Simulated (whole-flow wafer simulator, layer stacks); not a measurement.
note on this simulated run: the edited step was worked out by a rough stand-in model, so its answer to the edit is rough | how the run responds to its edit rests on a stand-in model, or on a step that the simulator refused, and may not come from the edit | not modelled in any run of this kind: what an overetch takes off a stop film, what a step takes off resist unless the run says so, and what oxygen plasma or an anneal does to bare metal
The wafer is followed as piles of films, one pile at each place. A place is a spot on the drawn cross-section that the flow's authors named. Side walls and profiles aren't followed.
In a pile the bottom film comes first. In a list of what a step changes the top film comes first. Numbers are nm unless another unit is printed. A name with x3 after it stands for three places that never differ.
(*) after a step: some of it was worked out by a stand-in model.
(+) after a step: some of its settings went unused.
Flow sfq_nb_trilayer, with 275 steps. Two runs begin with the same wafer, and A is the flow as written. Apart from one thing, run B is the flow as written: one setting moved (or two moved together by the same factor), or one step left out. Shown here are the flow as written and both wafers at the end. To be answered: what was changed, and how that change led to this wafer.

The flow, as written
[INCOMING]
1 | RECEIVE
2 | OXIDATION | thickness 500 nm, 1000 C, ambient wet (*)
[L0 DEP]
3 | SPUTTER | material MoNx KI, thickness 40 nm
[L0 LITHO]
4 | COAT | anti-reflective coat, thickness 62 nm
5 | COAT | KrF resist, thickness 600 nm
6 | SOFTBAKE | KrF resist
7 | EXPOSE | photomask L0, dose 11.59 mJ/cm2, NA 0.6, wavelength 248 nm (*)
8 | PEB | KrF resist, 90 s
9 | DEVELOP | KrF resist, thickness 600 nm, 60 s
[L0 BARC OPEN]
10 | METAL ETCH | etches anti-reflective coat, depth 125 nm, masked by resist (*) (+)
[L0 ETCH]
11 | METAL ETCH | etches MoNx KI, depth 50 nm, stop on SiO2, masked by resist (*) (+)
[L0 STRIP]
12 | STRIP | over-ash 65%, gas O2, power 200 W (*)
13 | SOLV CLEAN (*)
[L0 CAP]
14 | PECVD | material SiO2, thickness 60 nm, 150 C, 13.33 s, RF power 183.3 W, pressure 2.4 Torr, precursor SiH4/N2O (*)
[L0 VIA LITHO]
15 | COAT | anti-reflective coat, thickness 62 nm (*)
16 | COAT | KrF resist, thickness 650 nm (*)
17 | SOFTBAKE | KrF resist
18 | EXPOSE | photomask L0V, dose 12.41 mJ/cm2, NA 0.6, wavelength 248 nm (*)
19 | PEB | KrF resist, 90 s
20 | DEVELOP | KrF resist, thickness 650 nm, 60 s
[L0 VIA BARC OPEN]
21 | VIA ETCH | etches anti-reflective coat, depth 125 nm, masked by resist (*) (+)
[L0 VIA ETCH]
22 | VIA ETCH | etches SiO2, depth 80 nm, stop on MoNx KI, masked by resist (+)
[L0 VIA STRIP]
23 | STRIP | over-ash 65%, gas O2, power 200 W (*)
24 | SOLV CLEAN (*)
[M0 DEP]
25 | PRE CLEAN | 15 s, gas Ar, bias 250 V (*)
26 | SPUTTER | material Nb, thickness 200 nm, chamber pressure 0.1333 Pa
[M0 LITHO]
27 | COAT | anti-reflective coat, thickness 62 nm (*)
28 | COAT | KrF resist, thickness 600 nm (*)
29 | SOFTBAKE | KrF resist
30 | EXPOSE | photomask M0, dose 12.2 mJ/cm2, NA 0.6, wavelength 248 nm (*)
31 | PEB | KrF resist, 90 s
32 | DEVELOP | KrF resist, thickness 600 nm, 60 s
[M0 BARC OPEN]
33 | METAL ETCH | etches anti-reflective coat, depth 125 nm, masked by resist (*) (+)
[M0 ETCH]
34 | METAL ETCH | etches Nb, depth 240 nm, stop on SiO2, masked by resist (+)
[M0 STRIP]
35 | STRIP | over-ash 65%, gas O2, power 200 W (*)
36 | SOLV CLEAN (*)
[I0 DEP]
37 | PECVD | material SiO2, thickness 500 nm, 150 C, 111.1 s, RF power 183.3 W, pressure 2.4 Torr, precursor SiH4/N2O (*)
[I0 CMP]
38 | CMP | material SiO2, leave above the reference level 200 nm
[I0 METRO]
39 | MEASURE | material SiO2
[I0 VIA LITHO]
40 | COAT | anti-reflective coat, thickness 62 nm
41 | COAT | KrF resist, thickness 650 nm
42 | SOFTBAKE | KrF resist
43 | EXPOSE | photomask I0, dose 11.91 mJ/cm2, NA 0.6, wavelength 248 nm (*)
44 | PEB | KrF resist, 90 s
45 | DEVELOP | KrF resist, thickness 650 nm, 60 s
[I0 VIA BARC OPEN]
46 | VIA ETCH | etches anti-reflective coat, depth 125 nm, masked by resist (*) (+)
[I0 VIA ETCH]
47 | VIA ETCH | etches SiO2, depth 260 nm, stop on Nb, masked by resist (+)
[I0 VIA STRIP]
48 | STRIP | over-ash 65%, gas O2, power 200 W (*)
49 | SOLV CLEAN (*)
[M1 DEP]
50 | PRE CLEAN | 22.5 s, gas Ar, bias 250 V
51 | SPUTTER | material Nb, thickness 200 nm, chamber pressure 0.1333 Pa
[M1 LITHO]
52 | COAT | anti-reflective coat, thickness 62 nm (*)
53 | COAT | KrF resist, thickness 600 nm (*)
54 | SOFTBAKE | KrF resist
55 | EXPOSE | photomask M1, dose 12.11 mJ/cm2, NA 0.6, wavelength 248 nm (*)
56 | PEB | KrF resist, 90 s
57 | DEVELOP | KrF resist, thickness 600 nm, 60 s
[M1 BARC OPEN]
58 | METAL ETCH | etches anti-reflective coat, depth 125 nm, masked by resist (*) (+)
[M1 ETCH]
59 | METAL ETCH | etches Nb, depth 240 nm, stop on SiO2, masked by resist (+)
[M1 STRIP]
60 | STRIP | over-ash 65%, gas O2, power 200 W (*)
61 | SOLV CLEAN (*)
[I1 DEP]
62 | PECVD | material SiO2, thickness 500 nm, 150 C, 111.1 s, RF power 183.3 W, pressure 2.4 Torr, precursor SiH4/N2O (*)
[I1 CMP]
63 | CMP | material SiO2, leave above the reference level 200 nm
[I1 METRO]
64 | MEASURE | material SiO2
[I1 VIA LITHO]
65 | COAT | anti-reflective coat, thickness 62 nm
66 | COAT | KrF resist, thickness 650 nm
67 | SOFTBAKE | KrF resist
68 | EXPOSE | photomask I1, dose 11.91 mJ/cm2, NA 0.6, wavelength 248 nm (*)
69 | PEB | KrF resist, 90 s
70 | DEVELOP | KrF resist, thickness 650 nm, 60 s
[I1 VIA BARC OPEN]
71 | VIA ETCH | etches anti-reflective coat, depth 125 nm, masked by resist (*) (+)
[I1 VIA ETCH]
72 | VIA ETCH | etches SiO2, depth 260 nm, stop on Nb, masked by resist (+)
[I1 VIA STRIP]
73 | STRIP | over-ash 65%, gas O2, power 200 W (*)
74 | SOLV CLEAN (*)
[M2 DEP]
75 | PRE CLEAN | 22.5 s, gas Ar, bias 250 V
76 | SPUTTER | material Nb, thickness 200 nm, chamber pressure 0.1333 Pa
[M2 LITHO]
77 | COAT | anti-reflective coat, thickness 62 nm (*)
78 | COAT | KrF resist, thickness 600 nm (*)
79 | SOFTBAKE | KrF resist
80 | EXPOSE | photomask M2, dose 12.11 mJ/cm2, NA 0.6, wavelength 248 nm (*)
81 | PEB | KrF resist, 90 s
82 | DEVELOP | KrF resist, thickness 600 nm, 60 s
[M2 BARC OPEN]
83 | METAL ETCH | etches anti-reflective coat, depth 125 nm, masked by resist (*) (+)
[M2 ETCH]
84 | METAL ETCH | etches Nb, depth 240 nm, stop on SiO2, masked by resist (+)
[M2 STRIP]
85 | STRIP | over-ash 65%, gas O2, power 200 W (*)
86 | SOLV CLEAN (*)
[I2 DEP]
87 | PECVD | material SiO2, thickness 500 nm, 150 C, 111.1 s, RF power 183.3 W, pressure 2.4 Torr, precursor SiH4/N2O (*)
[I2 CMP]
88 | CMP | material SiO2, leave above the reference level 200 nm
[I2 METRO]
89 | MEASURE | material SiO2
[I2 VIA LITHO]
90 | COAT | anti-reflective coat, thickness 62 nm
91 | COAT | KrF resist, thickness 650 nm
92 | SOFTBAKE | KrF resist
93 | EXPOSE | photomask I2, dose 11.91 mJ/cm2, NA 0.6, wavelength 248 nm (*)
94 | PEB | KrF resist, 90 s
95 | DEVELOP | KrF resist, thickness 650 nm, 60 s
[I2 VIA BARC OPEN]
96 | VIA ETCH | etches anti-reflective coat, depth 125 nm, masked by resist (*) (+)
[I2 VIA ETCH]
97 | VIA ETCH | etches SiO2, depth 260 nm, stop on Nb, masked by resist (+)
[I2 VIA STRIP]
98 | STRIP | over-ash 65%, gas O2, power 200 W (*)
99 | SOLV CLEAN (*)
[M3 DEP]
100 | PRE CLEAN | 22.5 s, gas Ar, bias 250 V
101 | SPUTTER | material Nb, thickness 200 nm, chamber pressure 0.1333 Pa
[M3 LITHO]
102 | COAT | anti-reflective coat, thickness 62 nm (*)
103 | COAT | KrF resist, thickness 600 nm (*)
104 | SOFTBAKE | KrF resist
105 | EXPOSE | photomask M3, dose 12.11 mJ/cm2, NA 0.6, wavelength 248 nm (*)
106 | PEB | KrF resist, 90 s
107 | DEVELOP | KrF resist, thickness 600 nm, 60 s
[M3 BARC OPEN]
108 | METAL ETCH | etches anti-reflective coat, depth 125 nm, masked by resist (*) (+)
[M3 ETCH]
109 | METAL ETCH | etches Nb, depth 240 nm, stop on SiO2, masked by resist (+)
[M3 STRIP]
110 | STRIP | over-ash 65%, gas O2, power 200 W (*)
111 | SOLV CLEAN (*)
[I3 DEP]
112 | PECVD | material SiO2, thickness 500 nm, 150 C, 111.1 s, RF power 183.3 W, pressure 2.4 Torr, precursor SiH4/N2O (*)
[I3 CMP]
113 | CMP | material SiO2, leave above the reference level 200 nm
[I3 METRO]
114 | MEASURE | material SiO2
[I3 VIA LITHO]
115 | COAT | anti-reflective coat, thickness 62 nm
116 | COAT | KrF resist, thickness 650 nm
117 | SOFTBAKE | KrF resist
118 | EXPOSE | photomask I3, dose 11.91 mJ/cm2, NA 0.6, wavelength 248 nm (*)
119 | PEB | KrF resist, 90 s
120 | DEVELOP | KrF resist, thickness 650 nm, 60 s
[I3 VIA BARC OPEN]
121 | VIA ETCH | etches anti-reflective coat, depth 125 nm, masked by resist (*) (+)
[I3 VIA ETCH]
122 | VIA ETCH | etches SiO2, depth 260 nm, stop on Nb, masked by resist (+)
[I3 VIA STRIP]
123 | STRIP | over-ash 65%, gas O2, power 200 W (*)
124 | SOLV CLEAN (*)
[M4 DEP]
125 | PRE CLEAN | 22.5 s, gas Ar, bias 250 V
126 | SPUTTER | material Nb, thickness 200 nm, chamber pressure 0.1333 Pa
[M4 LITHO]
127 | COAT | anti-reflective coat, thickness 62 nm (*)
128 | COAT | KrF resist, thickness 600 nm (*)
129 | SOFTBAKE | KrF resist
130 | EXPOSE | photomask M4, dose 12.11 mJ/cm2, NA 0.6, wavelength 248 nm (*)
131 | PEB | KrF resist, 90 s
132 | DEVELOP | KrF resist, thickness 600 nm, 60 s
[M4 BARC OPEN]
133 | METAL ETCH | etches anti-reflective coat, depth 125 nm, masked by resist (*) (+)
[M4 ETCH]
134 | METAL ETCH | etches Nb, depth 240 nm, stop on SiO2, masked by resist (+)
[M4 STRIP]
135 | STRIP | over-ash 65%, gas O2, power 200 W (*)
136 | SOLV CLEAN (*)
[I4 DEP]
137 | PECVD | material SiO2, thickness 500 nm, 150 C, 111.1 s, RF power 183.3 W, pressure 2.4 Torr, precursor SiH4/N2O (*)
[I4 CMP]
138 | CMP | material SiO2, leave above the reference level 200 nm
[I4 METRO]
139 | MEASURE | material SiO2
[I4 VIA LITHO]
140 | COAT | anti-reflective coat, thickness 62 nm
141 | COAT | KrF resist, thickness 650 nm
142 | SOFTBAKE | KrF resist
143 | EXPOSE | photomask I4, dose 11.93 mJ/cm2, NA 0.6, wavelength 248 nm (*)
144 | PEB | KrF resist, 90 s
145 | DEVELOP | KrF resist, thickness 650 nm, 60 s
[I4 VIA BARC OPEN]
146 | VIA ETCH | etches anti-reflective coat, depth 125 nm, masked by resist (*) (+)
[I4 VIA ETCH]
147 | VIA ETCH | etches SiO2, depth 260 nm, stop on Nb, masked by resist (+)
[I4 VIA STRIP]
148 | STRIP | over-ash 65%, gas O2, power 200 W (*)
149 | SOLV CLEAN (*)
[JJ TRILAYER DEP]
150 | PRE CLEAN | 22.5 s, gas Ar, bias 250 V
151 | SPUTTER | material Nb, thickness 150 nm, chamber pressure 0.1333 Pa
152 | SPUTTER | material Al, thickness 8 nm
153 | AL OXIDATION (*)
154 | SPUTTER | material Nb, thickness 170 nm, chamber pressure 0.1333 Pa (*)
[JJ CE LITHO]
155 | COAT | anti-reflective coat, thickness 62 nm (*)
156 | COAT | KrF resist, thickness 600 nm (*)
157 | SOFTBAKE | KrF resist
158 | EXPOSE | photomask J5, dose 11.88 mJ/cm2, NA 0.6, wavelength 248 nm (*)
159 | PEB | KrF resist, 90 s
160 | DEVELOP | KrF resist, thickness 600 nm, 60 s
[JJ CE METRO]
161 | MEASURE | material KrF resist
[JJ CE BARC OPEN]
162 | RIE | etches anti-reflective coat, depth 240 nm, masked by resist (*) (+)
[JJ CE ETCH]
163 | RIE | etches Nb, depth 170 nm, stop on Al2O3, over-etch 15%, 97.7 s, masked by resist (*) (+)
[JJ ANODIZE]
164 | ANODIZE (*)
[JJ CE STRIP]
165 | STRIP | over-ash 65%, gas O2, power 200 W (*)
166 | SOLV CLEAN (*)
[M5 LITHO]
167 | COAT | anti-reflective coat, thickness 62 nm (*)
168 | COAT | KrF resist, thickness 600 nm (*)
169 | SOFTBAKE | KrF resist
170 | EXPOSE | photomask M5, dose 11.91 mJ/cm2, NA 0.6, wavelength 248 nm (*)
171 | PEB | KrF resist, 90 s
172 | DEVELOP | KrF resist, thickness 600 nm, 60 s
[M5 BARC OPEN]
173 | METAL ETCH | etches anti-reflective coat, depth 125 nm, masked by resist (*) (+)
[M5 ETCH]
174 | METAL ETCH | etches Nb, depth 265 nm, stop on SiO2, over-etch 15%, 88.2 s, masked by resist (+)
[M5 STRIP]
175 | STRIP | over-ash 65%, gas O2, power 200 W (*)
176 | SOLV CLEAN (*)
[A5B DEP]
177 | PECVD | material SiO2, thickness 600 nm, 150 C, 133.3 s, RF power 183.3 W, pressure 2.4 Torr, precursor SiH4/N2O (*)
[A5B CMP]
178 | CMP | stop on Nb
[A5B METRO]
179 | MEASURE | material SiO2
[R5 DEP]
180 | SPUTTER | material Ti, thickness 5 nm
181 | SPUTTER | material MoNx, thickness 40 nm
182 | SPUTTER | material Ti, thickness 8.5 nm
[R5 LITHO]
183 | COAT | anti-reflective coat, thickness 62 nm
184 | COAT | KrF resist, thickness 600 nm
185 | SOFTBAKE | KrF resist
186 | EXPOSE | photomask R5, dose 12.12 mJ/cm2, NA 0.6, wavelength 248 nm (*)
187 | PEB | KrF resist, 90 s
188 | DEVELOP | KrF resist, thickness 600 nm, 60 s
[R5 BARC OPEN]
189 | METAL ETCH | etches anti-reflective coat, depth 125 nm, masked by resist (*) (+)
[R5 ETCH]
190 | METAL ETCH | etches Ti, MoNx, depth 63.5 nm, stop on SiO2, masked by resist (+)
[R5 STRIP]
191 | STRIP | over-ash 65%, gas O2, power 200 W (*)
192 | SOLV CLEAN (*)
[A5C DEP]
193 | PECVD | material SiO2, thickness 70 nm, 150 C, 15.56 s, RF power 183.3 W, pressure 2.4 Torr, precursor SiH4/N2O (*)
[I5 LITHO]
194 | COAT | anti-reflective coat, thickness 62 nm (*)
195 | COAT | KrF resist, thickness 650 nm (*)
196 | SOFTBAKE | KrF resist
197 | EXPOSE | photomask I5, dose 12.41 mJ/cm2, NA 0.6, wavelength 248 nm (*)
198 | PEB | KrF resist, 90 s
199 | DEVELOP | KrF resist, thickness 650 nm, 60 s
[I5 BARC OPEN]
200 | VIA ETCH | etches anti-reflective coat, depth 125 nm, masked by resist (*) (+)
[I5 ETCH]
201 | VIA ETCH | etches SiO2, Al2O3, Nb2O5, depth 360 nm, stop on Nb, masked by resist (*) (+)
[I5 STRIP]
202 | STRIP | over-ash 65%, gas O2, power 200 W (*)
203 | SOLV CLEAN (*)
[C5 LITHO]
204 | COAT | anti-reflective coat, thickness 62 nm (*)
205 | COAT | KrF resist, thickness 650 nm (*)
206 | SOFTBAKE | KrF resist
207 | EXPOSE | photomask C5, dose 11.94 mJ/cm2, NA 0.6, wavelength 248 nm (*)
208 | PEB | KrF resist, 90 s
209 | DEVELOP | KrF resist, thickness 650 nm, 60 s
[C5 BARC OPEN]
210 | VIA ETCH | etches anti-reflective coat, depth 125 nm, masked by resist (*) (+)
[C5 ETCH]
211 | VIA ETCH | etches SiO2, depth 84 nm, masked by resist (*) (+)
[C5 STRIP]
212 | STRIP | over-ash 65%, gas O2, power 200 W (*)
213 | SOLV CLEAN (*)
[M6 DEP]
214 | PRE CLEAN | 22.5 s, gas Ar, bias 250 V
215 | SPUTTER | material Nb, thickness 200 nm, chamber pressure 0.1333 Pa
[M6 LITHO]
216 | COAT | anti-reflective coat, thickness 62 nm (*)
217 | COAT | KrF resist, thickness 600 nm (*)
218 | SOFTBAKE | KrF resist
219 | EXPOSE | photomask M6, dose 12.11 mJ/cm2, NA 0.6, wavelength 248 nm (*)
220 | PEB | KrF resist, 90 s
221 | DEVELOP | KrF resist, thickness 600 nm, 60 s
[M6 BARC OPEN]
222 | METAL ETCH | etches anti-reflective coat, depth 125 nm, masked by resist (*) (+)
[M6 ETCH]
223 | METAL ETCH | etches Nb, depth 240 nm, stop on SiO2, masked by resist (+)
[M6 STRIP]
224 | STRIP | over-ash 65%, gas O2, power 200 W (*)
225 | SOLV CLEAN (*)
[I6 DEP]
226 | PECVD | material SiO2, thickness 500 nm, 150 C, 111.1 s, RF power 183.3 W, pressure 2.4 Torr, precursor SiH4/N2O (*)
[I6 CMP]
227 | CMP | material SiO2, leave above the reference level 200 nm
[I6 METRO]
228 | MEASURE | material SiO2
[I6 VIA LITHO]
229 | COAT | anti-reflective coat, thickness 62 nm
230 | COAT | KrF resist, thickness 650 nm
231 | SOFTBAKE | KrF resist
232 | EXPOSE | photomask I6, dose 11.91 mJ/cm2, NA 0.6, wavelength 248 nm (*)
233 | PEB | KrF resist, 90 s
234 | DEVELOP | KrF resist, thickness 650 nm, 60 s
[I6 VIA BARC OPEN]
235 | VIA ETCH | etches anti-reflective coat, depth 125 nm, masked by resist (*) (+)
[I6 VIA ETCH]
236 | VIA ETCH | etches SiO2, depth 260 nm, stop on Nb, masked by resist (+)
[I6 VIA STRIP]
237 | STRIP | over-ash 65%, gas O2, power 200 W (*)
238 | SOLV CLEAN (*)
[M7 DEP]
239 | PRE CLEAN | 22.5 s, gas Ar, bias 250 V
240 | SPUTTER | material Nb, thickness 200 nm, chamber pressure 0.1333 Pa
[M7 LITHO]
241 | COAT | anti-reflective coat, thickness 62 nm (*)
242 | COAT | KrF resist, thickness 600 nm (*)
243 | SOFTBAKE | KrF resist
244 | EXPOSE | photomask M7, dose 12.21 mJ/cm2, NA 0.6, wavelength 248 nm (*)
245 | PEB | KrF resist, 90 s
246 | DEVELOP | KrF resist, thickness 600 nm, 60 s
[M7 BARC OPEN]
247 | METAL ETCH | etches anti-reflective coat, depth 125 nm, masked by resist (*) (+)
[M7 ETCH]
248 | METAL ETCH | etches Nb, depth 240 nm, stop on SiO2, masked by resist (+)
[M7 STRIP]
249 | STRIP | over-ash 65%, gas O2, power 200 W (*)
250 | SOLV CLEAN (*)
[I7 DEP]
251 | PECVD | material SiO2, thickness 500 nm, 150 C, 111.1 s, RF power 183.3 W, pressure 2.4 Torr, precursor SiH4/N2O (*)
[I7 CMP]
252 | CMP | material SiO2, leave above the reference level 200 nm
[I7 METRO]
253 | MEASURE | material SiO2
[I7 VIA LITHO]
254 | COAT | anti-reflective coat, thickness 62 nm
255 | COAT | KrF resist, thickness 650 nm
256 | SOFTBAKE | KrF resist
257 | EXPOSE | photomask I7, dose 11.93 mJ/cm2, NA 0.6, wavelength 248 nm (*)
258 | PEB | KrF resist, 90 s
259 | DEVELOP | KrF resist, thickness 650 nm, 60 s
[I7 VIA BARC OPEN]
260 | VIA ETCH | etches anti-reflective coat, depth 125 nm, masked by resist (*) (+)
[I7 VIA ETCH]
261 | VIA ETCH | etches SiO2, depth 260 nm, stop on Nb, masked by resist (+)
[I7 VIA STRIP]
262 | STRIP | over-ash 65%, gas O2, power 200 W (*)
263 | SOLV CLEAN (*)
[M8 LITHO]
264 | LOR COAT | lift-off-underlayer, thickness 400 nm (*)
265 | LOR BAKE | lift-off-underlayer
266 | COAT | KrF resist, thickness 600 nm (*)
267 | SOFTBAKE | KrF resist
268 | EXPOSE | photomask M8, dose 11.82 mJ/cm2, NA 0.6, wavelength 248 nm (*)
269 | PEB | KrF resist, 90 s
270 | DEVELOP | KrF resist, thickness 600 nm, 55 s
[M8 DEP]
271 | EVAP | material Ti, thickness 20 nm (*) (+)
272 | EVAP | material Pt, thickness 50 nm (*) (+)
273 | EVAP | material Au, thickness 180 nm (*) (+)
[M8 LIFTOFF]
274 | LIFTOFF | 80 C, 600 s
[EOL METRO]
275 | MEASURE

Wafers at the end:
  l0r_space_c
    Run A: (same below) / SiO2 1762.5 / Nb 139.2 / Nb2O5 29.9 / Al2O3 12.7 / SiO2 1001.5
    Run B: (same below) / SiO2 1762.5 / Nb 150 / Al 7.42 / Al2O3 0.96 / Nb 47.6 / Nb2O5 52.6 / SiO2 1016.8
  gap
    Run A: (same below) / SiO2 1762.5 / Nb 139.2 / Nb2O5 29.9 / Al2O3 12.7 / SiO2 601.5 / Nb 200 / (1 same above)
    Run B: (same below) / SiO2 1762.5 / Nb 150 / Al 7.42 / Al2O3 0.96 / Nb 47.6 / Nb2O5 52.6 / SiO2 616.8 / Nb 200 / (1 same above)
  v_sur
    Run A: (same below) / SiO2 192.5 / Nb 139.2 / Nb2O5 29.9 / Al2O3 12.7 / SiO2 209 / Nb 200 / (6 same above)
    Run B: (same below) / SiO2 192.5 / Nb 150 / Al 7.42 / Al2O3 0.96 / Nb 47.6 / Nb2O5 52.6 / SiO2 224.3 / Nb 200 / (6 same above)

Cause: step 154, SPUTTER: thickness 262 nm was run, though the flow has thickness 170 nm.

Step by step, how the change led to this:
  154 | SPUTTER | material Nb, thickness 170 nm, chamber pressure 0.1333 Pa (*)
      field_l, v_sur, via_sp and 100 more: A +170 Nb (new film) | B +262 Nb (new film)
      via_wl, via_wr: A +140.7 Nb (new film) | B +217.7 Nb (new film)
      (and at 1 other place as well)
  155 | COAT | anti-reflective coat, thickness 62 nm (*)
      via_wl, via_wr: A +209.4 anti-reflective coat (new film) | B +238 anti-reflective coat (new film)
      via_w: A +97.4 anti-reflective coat (new film) | B +107 anti-reflective coat (new film)
  156 | COAT | KrF resist, thickness 600 nm (*)
      via_wl: A +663 KrF resist (new film) | B +649.5 KrF resist (new film)
      via_wr: A +663.2 KrF resist (new film) | B +649.7 KrF resist (new film)
  160 | DEVELOP | KrF resist, thickness 600 nm, 60 s
      via_wl: A -661.6 KrF resist (all of it) | B -648.2 KrF resist (all of it)
      via_wr: A -661.8 KrF resist (all of it) | B -648.3 KrF resist (all of it)
  162 | RIE | etches anti-reflective coat, depth 240 nm, masked by resist (*) (+)
      ce_l, c5j, ce_r, wl_jj: A -209.4 KrF resist | B -238 KrF resist
      via_wl, via_wr: A -209.4 anti-reflective coat (all of it) | B -238 anti-reflective coat (all of it)
      (and at 1 other place as well)
  163 | RIE | etches Nb, depth 170 nm, stop on Al2O3, over-etch 15%, 97.7 s, masked by resist (*) (+)
      field_l, v_sur, via_sp and 96 more: A -170 Nb (all of it), -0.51 Al2O3 | B -195.5 Nb
      via_wl, via_wr: A -140.7 Nb (all of it), -0.96 Al2O3 (all of it) | B -195.5 Nb
      (and at 1 other place as well)
  164 | ANODIZE (*)
      field_l, v_sur, via_sp and 96 more: A +12.2 Al2O3, +29.9 Nb2O5 (new film), -7.42 Al (all of it), -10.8 Nb | B +52.6 Nb2O5 (new film), -18.9 Nb
      via_wl, via_wr: A +7.52 Al2O3 (new film), +39.2 Nb2O5 (new film), -4.56 Al (all of it), -14.1 Nb | B +52.6 Nb2O5 (new film), -18.9 Nb
      (and at 1 other place as well)
  165 | STRIP | over-ash 65%, gas O2, power 200 W (*)
      ce_l: A -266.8 KrF resist (all of it), -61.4 anti-reflective coat (all of it) | B -238.1 KrF resist (all of it), -61.4 anti-reflective coat (all of it)
      c5j: A -266.9 KrF resist (all of it), -61.5 anti-reflective coat (all of it) | B -238.2 KrF resist (all of it), -61.5 anti-reflective coat (all of it)
      (and at 2 other places as well)
  167 | COAT | anti-reflective coat, thickness 62 nm (*)
      wl_j_sl, wl_j_sr: A +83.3 anti-reflective coat (new film) | B +85.4 anti-reflective coat (new film)
      via_wl: A +170.5 anti-reflective coat (new film) | B +233 anti-reflective coat (new film)
      (and at 8 other places as well)
  168 | COAT | KrF resist, thickness 600 nm (*)
      via_wl: A +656 KrF resist (new film) | B +637 KrF resist (new film)
      via_w: A +732.6 KrF resist (new film) | B +754.8 KrF resist (new film)
      (and at 1 other place as well)
  174 | METAL ETCH | etches Nb, depth 265 nm, stop on SiO2, over-etch 15%, 88.2 s, masked by resist (+)
      field_l, r_sur, res and 50 more: A -12.6 Al2O3 (all of it), -29.9 Nb2O5 (all of it), -139.2 Nb (all of it), -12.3 SiO2 | B -52.6 Nb2O5 (all of it), -47.6 Nb (all of it), -0.96 Al2O3 (all of it), -7.42 Al (all of it), -150 Nb (all of it)
  175 | STRIP | over-ash 65%, gas O2, power 200 W (*)
      via_wl: A -427 KrF resist (all of it), -170.5 anti-reflective coat (all of it) | B -408.1 KrF resist (all of it), -233 anti-reflective coat (all of it)
      via_w: A -503.5 KrF resist (all of it), -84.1 anti-reflective coat (all of it) | B -525.6 KrF resist (all of it), -100.9 anti-reflective coat (all of it)
      (and at 9 other places as well)
  177 | PECVD | material SiO2, thickness 600 nm, 150 C, 133.3 s, RF power 183.3 W, pressure 2.4 Torr, precursor SiH4/N2O (*)
      via_wl, via_wr: A +600 SiO2 (new film) | B +665.5 SiO2 (new film)
      via_w: A +600 SiO2 (new film) | B +663 SiO2 (new film)
  178 | CMP | stop on Nb
      v_sur, via_sp, via_v and 43 more: A -453.5 SiO2 | B -438.2 SiO2
      field_l, p4_fl, p4_fm and 39 more: A -259.3 SiO2 | B -179.6 SiO2
      (and at 11 other places as well)
  201 | VIA ETCH | etches SiO2, Al2O3, Nb2O5, depth 360 nm, stop on Nb, masked by resist (*) (+)
      be: A -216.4 SiO2 (all of it), -12.7 Al2O3 (all of it), -29.9 Nb2O5 (all of it) | B -231.6 SiO2 (all of it), -52.6 Nb2O5 (all of it)
  204 | COAT | anti-reflective coat, thickness 62 nm (*)
      be: A +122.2 anti-reflective coat (new film) | B +125.9 anti-reflective coat (new film)
  ... 6 further steps ...
  226 | PECVD | material SiO2, thickness 500 nm, 150 C, 111.1 s, RF power 183.3 W, pressure 2.4 Torr, precursor SiH4/N2O (*)
      be: A +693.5 SiO2 (new film) | B +724.4 SiO2 (new film)
If metal films that touch count as one body, l0r_space_c has 3 bodies (between them, from the top down: Al2O3 0.96; SiO2 1762.5); the flow as written gives 2 bodies (between them, from the top down: SiO2 1762.5).
If metal films that touch count as one body, gap has 4 bodies (between them, from the top down: SiO2 616.8 / Nb2O5 52.6; Al2O3 0.96; SiO2 1762.5); the flow as written gives 3 bodies (between them, from the top down: SiO2 601.5 / Al2O3 12.7 / Nb2O5 29.9; SiO2 1762.5).
If metal films that touch count as one body, v_sur has 10 bodies (between them, from the top down: SiO2 200; SiO2 192.5; SiO2 224.3 / Nb2O5 52.6; Al2O3 0.96; SiO2 192.5; SiO2 192.5; SiO2 192.5; SiO2 192.5; SiO2 192.5); the flow as written gives 9 bodies (between them, from the top down: SiO2 200; SiO2 192.5; SiO2 209 / Al2O3 12.7 / Nb2O5 29.9; SiO2 192.5; SiO2 192.5; SiO2 192.5; SiO2 192.5; SiO2 192.5).
